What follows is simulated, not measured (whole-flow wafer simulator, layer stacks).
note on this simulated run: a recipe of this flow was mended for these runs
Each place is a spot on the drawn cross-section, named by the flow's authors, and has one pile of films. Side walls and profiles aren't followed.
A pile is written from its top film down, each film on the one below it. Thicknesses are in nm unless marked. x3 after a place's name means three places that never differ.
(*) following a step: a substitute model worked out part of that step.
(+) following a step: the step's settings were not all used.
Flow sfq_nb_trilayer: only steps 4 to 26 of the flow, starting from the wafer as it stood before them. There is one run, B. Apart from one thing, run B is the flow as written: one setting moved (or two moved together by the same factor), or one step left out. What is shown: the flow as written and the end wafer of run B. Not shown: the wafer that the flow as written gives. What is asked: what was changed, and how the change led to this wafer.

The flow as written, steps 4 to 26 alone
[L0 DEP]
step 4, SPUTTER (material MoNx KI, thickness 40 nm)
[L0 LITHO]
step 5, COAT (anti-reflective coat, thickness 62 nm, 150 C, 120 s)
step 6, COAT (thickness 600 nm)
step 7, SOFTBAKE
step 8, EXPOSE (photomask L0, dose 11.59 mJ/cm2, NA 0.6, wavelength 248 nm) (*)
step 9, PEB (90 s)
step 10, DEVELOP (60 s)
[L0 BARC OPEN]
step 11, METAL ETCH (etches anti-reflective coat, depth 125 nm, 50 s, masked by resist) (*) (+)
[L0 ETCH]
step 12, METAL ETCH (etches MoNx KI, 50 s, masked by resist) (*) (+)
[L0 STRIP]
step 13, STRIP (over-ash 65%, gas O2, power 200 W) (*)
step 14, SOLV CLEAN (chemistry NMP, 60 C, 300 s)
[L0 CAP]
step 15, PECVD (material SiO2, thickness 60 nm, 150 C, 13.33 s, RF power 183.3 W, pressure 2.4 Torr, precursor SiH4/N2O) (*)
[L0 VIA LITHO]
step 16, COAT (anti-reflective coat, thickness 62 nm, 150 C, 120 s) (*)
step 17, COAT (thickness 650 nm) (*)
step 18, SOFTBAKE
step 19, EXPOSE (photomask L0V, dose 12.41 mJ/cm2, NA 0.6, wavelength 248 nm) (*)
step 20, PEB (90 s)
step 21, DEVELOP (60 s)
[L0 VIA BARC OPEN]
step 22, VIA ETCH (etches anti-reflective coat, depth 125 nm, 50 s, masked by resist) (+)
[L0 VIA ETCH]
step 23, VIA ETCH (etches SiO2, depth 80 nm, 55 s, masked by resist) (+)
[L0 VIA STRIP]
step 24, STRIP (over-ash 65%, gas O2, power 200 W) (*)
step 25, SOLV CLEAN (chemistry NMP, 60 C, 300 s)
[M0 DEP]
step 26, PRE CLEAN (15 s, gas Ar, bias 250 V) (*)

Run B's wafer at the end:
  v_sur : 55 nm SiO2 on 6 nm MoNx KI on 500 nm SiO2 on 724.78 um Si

What caused this: step 12, METAL ETCH: 34 s was run, while the flow as written has 50 s.

The path from the change to this, step by step:
  step 12, METAL ETCH (etches MoNx KI, 50 s, masked by resist) (*) (+)
      v_sur, via_wl, via_w and 97 more: -34 MoNx KI (in the flow as written it would be: -40 MoNx KI (all of it), -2 SiO2)
      field_l, l0_sur, l0v, l0r_line_l, l0r_line_c, l0r_line_r: -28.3 KrF-resist-other-grade (in the flow as written it would be: -41.7 KrF-resist-other-grade)
  step 13, STRIP (over-ash 65%, gas O2, power 200 W) (*)
      field_l, l0_sur, l0v, l0r_line_l, l0r_line_c, l0r_line_r: -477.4 KrF-resist-other-grade (all of it), -62 anti-reflective coat (all of it) (in the flow as written it would be: -464.1 KrF-resist-other-grade (all of it), -62 anti-reflective coat (all of it))
  step 15, PECVD (material SiO2, thickness 60 nm, 150 C, 13.33 s, RF power 183.3 W, pressure 2.4 Torr, precursor SiH4/N2O) (*)
      v_sur, via_wl, via_w and 97 more: +60 SiO2 (new film) (in the flow as written it would be: +60 SiO2)
  step 16, COAT (anti-reflective coat, thickness 62 nm, 150 C, 120 s) (*)
      field_l: +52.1 anti-reflective coat (new film) (in the flow as written it would be: +50 anti-reflective coat (new film))
      v_sur: +75.2 anti-reflective coat (new film) (in the flow as written it would be: +78.1 anti-reflective coat (new film))
      (as well as at 4 more places)
  step 24, STRIP (over-ash 65%, gas O2, power 200 W) (*)
      field_l: -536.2 KrF-resist-other-grade (all of it), -52.1 anti-reflective coat (all of it) (in the flow as written it would be: -534.7 KrF-resist-other-grade (all of it), -50 anti-reflective coat (all of it))
      v_sur: -543.9 KrF-resist-other-grade (all of it), -75.2 anti-reflective coat (all of it) (in the flow as written it would be: -544.6 KrF-resist-other-grade (all of it), -78.1 anti-reflective coat (all of it))
      (as well as at 4 more places)
If metal films that touch count as one body, v_sur has 1 body; the flow as written gives 0 bodies.
